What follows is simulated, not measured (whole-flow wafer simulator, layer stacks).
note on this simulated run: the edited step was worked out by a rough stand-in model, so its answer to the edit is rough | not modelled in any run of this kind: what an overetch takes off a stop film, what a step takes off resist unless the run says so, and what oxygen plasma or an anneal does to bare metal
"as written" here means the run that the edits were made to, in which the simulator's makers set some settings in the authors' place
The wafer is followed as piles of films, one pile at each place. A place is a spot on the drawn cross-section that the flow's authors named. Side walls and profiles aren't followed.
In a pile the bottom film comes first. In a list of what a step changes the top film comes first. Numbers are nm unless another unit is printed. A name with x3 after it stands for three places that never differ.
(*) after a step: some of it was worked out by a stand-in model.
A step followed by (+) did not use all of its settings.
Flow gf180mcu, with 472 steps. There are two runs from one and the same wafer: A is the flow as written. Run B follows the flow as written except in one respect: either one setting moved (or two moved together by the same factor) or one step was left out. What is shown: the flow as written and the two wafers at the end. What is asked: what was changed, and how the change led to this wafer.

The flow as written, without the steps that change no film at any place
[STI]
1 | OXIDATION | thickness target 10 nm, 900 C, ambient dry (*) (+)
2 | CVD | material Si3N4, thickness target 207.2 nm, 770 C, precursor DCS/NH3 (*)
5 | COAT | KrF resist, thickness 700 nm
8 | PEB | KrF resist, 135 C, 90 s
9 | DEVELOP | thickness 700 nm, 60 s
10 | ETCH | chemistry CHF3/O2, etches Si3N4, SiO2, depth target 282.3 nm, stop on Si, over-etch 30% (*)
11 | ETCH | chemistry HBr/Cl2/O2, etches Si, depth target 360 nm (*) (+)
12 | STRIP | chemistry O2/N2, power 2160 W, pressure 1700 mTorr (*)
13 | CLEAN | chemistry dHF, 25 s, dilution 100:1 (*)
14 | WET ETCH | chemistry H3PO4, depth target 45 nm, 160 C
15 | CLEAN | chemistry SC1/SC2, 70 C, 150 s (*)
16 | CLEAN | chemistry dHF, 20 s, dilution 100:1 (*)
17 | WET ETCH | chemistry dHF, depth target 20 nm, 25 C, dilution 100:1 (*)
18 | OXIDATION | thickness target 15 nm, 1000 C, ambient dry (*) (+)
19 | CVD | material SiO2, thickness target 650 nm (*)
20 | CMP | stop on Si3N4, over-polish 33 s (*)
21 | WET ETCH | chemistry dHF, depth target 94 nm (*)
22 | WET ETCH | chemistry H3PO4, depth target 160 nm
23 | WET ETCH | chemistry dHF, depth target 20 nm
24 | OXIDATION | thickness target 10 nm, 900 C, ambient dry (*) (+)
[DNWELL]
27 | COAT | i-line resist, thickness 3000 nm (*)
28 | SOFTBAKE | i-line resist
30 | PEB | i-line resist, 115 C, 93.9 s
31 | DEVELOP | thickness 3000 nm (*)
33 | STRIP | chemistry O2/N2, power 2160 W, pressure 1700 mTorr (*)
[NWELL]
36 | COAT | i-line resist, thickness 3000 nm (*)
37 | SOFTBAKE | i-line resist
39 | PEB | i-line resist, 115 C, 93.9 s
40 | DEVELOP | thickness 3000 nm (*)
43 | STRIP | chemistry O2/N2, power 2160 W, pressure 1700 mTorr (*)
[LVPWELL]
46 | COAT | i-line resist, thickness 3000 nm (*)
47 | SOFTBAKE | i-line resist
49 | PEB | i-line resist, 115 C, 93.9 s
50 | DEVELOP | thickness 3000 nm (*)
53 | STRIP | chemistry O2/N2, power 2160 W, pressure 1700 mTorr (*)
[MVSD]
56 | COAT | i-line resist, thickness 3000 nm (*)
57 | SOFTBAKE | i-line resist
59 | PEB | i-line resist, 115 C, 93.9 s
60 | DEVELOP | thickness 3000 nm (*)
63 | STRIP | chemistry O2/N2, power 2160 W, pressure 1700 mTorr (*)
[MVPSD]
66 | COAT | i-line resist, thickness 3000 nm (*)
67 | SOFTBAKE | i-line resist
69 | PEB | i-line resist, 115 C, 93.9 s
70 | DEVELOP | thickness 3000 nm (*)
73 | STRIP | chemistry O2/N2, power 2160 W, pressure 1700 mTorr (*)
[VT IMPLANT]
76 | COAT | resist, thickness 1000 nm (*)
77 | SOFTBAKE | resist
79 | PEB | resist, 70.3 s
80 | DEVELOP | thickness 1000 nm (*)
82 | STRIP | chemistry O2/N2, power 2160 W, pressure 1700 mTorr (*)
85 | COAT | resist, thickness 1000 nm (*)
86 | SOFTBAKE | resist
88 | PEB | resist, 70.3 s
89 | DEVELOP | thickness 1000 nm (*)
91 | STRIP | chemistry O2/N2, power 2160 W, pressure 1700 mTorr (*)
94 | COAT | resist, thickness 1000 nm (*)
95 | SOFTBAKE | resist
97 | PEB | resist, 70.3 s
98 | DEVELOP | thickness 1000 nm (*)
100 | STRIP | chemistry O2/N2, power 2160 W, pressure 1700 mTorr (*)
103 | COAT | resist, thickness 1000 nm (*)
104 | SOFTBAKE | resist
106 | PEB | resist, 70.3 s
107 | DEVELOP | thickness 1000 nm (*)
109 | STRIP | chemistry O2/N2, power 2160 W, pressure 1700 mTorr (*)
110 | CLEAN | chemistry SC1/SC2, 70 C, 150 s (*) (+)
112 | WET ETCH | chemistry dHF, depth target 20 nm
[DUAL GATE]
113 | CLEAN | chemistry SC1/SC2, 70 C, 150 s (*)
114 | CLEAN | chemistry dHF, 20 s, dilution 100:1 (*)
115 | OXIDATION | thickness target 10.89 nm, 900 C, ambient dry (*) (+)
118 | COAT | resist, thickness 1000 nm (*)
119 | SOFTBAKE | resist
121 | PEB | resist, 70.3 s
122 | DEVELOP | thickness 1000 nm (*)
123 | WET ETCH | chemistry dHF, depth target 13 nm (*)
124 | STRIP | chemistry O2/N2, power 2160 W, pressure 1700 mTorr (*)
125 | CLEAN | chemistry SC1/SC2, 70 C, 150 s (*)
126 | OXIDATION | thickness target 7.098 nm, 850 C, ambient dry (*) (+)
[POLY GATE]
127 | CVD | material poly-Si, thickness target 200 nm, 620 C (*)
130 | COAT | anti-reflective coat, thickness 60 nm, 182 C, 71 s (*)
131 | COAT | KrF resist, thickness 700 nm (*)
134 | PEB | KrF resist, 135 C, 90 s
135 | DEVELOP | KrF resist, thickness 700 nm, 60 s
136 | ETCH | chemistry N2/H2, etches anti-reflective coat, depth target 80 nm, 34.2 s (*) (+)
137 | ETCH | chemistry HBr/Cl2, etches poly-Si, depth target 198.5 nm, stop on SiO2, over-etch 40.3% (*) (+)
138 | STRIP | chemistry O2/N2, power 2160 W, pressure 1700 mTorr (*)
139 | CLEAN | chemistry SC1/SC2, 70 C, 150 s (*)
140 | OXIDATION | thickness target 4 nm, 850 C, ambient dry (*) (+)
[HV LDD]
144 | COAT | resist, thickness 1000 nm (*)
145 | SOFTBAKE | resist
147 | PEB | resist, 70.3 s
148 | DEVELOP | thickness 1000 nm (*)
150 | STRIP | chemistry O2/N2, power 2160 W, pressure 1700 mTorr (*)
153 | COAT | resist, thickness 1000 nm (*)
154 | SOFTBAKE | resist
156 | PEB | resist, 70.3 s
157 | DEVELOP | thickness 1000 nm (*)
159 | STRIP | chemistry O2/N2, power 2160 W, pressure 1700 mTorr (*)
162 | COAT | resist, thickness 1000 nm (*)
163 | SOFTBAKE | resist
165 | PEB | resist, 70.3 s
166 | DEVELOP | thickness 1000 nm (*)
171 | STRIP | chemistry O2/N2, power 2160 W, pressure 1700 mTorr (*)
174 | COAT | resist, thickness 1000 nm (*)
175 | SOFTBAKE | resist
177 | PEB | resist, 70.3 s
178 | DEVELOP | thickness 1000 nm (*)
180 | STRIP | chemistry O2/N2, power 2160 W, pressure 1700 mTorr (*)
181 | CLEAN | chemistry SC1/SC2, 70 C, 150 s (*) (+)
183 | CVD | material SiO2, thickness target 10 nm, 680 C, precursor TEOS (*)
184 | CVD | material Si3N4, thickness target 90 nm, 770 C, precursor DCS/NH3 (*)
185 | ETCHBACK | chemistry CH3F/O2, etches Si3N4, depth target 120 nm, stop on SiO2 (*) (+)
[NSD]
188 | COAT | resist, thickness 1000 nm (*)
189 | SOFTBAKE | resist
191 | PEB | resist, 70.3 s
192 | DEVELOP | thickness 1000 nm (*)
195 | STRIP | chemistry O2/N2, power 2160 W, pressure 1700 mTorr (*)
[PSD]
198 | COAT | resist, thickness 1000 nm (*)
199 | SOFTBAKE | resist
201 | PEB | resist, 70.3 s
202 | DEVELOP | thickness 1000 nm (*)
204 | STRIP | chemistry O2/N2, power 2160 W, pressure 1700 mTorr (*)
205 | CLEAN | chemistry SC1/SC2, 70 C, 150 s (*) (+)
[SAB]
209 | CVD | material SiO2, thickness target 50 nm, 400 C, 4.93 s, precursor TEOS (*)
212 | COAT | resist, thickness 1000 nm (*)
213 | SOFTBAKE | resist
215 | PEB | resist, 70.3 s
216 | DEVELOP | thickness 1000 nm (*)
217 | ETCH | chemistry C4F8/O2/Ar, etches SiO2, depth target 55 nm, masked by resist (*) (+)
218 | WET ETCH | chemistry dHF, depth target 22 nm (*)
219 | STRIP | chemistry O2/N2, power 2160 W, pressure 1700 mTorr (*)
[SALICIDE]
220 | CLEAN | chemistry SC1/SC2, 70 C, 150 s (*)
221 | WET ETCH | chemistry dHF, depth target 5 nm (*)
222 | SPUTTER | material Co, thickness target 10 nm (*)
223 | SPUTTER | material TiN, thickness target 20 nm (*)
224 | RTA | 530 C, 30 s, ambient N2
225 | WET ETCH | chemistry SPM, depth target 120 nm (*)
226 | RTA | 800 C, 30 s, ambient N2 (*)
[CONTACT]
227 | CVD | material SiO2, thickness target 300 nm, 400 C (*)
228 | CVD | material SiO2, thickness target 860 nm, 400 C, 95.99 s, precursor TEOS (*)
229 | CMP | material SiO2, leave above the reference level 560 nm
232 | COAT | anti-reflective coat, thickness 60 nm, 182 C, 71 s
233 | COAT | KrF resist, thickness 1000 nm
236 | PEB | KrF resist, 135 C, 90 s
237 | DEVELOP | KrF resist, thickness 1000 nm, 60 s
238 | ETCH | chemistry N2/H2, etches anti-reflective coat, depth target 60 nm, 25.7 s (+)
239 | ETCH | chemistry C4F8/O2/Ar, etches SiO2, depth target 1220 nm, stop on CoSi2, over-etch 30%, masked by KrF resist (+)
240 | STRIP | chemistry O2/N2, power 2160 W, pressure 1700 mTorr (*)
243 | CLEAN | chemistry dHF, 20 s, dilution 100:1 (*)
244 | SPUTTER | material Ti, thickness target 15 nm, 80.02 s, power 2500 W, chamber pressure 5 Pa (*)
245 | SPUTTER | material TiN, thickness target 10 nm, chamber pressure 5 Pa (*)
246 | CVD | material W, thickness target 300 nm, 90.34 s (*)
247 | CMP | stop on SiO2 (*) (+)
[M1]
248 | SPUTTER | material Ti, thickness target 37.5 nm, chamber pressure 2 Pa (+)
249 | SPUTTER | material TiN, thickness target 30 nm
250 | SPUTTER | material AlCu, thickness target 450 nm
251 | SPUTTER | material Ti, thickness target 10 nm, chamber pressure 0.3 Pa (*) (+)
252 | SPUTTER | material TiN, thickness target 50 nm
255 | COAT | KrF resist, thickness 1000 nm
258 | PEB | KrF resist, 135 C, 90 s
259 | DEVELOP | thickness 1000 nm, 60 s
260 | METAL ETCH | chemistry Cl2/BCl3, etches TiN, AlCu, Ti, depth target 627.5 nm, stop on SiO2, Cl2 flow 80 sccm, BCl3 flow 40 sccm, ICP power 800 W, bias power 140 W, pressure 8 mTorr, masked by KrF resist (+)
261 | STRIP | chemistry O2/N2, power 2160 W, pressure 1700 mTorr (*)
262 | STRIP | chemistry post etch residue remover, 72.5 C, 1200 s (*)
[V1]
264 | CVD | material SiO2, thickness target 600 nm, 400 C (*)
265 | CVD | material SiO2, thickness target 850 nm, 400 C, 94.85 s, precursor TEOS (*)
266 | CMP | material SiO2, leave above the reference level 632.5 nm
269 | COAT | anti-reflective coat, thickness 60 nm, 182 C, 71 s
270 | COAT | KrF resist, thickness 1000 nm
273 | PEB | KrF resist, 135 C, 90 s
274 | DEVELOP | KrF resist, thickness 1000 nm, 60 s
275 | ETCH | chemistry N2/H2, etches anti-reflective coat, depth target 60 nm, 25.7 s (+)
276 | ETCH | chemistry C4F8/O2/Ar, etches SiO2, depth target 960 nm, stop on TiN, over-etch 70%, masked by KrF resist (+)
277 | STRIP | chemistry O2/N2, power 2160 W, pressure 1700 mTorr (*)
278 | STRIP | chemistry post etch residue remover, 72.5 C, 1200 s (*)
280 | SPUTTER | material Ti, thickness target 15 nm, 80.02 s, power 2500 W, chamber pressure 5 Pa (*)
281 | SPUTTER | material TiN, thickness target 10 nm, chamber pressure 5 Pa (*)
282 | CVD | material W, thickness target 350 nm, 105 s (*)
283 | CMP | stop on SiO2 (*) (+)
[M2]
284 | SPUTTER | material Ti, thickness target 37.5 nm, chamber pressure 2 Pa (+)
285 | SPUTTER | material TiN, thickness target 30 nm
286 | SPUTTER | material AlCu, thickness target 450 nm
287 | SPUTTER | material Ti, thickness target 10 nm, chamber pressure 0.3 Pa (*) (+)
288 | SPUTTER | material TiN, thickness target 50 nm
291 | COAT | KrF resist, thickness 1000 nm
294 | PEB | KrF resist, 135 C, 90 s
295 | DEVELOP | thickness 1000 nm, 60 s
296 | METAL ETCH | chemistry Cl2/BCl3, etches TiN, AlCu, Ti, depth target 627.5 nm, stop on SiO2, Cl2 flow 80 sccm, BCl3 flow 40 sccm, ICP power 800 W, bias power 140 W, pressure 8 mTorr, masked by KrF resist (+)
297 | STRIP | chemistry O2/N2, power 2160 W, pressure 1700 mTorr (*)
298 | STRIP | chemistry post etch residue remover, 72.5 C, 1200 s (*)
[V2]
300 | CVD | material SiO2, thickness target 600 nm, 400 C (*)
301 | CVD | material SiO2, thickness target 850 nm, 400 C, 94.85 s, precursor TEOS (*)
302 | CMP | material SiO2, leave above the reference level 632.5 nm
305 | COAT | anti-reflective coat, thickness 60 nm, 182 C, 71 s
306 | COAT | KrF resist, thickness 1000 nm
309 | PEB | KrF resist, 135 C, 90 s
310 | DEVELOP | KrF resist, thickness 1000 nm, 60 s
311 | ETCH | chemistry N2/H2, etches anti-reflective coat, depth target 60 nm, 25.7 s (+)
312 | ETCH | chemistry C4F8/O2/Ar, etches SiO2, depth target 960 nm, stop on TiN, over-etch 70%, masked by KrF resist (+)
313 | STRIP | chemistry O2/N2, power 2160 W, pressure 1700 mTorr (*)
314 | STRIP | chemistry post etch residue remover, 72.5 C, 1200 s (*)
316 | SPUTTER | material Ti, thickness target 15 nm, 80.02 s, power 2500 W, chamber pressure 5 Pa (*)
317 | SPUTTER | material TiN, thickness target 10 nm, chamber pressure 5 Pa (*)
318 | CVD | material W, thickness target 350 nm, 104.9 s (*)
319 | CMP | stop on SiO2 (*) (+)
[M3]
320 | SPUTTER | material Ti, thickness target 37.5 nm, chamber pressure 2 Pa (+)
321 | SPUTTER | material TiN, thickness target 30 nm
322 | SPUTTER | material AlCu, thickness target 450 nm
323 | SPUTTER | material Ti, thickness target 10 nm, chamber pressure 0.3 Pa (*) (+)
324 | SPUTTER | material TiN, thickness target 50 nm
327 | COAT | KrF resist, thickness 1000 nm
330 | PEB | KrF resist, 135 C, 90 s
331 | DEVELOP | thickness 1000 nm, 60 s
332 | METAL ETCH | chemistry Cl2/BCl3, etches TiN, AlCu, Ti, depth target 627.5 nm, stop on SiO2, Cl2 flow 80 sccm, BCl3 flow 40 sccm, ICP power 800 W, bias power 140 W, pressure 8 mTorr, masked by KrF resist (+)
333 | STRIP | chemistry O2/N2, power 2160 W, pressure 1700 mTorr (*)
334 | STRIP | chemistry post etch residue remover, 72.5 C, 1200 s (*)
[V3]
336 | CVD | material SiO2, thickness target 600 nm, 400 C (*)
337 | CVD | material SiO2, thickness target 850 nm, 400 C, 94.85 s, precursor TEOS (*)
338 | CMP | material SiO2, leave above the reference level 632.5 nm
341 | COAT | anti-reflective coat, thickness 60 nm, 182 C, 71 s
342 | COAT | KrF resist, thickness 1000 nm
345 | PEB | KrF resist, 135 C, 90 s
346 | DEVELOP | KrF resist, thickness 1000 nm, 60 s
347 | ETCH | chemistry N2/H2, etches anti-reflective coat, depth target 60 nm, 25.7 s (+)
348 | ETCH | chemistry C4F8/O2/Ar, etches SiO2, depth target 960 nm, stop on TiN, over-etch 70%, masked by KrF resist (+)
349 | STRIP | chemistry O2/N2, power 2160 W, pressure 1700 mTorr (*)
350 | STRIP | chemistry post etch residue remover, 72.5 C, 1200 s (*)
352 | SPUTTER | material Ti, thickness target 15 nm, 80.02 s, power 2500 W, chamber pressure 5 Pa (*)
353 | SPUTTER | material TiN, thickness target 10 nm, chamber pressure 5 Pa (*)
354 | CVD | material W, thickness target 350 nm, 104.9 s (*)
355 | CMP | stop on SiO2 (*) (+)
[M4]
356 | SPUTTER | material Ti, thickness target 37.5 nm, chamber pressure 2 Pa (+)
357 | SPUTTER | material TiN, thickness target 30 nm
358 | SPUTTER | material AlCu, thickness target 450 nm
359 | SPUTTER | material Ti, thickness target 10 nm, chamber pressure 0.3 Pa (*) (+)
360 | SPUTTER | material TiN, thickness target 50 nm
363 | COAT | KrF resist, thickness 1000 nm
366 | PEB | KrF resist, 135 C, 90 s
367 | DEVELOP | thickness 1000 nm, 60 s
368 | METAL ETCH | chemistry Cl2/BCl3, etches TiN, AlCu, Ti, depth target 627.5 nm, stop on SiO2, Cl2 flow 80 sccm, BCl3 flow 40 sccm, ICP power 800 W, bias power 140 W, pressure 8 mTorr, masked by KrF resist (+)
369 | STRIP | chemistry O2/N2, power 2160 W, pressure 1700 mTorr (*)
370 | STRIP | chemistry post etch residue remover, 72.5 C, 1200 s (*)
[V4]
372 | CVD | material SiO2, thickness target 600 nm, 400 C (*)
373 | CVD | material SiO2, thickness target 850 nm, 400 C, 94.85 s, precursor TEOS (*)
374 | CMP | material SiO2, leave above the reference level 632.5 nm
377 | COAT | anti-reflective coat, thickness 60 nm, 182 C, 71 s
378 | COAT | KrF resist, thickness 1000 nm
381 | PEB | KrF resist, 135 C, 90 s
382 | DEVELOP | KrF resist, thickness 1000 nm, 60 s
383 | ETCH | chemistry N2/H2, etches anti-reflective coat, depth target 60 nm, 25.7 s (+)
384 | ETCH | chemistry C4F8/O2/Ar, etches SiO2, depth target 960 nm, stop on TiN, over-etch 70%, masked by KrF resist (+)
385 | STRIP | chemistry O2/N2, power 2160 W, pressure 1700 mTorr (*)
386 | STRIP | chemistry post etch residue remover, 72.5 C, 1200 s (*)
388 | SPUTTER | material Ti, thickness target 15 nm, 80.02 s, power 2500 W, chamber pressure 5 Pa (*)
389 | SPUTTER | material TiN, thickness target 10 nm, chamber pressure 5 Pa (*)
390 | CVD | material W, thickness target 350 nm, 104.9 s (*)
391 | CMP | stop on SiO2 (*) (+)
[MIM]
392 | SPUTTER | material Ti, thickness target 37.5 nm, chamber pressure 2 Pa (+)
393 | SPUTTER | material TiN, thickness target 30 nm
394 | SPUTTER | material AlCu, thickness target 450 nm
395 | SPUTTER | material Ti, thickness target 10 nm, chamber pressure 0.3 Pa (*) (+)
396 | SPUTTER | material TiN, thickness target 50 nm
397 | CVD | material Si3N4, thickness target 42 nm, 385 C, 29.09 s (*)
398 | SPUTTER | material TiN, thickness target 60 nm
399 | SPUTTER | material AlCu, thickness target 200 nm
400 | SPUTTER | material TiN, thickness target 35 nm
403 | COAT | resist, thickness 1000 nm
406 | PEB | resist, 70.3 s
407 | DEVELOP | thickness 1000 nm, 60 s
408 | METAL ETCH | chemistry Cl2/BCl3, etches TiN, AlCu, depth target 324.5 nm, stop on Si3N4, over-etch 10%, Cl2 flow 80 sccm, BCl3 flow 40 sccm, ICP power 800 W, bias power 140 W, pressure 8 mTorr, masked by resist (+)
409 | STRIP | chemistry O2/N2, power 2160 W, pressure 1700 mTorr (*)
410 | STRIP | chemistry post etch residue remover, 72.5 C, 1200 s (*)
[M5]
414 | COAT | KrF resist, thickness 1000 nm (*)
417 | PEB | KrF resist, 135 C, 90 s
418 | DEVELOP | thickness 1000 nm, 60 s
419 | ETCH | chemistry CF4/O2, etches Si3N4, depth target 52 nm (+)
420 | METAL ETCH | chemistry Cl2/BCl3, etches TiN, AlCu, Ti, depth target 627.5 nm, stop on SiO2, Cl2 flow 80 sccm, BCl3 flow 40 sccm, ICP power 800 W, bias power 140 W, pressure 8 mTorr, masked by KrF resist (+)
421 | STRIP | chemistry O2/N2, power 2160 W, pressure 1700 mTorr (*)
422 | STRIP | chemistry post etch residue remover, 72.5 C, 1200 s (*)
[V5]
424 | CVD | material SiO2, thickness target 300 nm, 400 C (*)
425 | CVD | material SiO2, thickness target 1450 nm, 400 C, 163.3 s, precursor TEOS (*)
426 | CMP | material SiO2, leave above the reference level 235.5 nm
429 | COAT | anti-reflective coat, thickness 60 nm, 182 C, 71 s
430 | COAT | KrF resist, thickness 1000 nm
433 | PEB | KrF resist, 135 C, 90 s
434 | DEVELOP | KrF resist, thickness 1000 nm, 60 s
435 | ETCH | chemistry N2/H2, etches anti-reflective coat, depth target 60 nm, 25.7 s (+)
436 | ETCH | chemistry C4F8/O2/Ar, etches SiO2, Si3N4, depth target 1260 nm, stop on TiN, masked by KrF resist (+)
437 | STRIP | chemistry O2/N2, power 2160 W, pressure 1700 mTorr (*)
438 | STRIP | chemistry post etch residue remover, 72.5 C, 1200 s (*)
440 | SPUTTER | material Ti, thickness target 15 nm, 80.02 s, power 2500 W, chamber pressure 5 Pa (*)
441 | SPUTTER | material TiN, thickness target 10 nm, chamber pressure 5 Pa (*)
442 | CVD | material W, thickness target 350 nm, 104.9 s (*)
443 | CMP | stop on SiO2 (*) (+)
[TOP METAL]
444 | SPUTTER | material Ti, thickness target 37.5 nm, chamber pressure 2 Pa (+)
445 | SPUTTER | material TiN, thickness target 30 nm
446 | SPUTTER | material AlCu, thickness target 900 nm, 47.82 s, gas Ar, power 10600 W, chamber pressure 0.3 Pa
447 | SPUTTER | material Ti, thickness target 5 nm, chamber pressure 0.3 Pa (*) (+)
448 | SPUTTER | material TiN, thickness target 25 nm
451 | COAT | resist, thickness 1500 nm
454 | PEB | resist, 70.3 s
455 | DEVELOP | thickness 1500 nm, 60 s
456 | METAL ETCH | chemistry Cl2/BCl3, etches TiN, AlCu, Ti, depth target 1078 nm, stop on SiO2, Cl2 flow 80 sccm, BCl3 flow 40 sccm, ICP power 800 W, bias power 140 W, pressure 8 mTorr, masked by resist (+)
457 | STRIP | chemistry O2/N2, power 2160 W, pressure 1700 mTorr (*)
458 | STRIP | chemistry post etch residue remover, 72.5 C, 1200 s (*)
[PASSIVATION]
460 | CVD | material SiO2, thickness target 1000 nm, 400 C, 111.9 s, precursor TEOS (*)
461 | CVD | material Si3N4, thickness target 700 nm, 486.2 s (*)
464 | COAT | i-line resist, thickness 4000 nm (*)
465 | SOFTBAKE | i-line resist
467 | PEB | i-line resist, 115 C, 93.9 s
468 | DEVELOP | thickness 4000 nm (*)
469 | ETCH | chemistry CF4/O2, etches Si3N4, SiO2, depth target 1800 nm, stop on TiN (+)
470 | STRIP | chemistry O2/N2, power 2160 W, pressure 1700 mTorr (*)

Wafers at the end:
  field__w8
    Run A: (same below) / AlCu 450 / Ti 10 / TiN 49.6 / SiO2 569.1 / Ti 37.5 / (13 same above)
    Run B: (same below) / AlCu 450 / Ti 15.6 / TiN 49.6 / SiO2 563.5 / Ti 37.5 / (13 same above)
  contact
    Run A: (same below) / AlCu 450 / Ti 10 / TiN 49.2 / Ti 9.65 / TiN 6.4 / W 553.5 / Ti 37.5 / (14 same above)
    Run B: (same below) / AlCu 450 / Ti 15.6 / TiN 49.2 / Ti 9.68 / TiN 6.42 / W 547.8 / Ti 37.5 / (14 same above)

What caused this: step 359, SPUTTER: thickness target 15.6 nm was run, whereas the flow has thickness target 10 nm.
The wafer itself shows it: field__w8 has Ti 15.6, and step 359 as written asks for 10 nm.

How this came from the change, step by step:
  359 | SPUTTER | material Ti, thickness target 10 nm, chamber pressure 0.3 Pa (*) (+)
      field, field__w1, field__w2 and 108 more: A +10 Ti (new film) | B +15.6 Ti (new film)
  368 | METAL ETCH | chemistry Cl2/BCl3, etches TiN, AlCu, Ti, depth target 627.5 nm, stop on SiO2, Cl2 flow 80 sccm, BCl3 flow 40 sccm, ICP power 800 W, bias power 140 W, pressure 8 mTorr, masked by KrF resist (+)
      field, field__w1, field__w2 and 103 more: A -50 TiN (all of it), -10 Ti (all of it), -450 AlCu (all of it), -30 TiN (all of it), -37.5 Ti (all of it) | B -50 TiN (all of it), -15.6 Ti (all of it), -450 AlCu (all of it), -30 TiN (all of it), -37.5 Ti (all of it)
